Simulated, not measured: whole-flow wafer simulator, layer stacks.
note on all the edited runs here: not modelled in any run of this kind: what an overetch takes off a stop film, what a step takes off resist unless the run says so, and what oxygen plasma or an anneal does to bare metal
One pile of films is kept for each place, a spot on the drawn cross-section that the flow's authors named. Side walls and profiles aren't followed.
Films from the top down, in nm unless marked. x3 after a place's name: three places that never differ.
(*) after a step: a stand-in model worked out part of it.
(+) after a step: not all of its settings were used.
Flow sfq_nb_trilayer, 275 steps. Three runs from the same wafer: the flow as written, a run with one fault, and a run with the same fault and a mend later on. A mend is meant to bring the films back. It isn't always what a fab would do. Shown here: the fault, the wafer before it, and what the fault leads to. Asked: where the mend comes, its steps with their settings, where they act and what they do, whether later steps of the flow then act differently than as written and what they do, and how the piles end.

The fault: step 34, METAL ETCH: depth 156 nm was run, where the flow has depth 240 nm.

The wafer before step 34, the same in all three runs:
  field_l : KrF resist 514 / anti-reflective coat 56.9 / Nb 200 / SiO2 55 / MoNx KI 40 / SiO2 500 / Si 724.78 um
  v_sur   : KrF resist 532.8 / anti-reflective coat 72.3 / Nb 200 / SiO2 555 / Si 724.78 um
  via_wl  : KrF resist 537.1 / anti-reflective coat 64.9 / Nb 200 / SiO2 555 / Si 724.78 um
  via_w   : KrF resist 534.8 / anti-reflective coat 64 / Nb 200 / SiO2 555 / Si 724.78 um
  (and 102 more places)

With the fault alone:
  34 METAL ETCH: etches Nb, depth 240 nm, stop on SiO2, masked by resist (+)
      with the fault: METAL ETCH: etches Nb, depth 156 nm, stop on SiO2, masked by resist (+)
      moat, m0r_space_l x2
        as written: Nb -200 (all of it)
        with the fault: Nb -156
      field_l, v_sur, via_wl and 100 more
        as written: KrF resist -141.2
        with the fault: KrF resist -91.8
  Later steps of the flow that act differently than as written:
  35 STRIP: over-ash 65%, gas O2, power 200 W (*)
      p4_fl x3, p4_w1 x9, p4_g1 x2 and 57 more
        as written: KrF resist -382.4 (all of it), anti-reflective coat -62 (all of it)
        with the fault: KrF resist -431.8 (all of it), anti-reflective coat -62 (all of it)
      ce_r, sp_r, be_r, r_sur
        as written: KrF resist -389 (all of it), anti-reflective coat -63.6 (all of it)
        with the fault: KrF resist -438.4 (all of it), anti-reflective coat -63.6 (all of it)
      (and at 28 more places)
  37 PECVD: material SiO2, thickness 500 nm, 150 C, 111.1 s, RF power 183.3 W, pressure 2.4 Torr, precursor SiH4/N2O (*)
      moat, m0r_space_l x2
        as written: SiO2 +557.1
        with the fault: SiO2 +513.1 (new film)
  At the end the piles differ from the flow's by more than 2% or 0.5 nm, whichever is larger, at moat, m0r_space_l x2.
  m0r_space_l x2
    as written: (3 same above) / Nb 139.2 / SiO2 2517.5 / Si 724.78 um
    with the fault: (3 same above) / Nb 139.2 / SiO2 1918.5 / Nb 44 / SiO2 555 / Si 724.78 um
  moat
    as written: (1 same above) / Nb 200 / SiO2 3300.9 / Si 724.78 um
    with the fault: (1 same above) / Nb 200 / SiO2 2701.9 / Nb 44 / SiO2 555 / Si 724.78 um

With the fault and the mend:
  The mend comes after step 34.
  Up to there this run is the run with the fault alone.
  34a METAL ETCH: etches Nb, depth 84 nm, stop on SiO2, masked by resist (+) (the flow's step 34 once more, with other settings)
      field_l, v_sur, via_wl and 100 more
        KrF resist -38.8
      moat, m0r_space_l x2
        Nb -44 (all of it)
  Later steps of the flow that act differently than as written:
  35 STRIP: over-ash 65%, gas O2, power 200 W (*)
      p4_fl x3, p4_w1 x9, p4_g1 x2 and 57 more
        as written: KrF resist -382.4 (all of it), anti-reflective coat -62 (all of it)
        with the mend: KrF resist -393 (all of it), anti-reflective coat -62 (all of it)
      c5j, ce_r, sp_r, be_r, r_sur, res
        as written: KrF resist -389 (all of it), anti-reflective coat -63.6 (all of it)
        with the mend: KrF resist -399.6 (all of it), anti-reflective coat -63.6 (all of it)
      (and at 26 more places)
  At the end the piles are the same as the flow's at every place that both follow.
